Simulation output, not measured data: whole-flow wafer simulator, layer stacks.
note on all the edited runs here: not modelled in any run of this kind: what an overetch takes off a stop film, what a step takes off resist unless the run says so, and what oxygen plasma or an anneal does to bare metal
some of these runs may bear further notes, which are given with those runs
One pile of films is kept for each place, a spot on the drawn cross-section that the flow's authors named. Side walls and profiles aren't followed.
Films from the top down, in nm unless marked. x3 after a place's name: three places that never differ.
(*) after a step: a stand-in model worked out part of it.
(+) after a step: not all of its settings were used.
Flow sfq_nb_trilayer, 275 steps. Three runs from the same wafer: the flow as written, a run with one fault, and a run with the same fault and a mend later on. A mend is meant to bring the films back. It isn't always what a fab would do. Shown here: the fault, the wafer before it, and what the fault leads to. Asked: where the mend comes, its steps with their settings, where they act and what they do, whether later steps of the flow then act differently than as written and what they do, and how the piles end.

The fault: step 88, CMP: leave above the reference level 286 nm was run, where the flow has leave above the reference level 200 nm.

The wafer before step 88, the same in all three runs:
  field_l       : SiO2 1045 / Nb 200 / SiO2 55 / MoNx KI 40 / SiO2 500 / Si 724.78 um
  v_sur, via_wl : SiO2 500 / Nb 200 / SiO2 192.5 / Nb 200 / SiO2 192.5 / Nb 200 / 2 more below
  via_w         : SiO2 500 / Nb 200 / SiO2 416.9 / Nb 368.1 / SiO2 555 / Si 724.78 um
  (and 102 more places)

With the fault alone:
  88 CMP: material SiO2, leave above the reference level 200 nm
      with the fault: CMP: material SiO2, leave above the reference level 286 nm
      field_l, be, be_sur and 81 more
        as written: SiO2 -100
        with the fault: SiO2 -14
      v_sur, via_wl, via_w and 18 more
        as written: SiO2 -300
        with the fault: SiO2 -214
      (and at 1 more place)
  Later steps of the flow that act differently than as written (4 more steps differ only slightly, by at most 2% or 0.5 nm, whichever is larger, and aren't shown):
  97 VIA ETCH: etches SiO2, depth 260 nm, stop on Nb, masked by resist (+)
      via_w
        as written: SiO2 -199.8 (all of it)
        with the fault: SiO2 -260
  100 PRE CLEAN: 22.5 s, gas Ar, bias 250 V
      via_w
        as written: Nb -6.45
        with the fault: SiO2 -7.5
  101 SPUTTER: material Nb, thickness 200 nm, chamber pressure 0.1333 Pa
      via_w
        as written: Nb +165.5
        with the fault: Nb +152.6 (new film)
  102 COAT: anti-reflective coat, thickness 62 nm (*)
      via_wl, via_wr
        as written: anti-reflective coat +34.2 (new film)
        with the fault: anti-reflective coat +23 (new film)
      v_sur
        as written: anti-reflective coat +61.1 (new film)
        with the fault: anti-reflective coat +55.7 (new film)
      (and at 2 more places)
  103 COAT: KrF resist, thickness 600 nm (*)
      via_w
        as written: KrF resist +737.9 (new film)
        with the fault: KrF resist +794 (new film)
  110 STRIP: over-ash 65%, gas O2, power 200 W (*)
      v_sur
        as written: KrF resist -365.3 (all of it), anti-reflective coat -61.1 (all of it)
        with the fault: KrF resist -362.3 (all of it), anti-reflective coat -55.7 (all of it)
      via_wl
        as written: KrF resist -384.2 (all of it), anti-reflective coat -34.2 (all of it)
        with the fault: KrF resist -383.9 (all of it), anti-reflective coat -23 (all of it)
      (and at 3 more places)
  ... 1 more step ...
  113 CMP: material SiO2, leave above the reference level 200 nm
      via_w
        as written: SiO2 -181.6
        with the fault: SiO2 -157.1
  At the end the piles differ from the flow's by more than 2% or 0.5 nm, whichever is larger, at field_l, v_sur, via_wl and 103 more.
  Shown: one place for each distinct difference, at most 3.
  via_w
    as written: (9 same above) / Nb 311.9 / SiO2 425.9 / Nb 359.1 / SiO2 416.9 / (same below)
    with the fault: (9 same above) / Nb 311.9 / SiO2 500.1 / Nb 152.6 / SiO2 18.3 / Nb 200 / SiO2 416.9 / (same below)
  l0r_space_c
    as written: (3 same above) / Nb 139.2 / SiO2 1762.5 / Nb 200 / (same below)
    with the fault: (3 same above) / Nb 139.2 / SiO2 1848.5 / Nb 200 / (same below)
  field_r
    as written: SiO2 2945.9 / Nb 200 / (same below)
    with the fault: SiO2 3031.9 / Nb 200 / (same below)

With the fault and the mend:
  The mend comes after step 95.
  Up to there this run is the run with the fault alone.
  95a STRIP: over-ash 65%, gas O2, power 200 W (*)
      field_l, v_sur, via_wl and 102 more
        KrF resist -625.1 (all of it), anti-reflective coat -62 (all of it)
      via_w
        anti-reflective coat -62 (all of it)
  95b CMP: material SiO2, leave above the reference level 200 nm (the flow's step 88 once more)
      field_l, v_sur, via_wl and 103 more
        SiO2 -86
  95c COAT: anti-reflective coat, thickness 62 nm (the flow's step 90 once more)
      field_l, v_sur, via_wl and 103 more
        anti-reflective coat +62 (new film)
  95d COAT: KrF resist, thickness 650 nm (the flow's step 91 once more)
      field_l, v_sur, via_wl and 103 more
        KrF resist +650 (new film)
  95e SOFTBAKE: KrF resist (the flow's step 92 once more)
      changes no film at any place that is followed
  95f EXPOSE: photomask I2, dose 11.91 mJ/cm2, NA 0.6, wavelength 248 nm (*) (the flow's step 93 once more)
      changes no film at any place that is followed
  95g PEB: KrF resist, 90 s (the flow's step 94 once more)
      field_l, v_sur, via_wl and 103 more
        KrF resist -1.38
  95h DEVELOP: KrF resist, thickness 650 nm, 60 s (the flow's step 95 once more)
      field_l, v_sur, via_wl and 102 more
        KrF resist -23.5
      via_w
        KrF resist -648.6 (all of it)
  No later step of the flow acts differently than as written at any place that is followed.
  At the end the piles are the same as the flow's at every place that both follow.
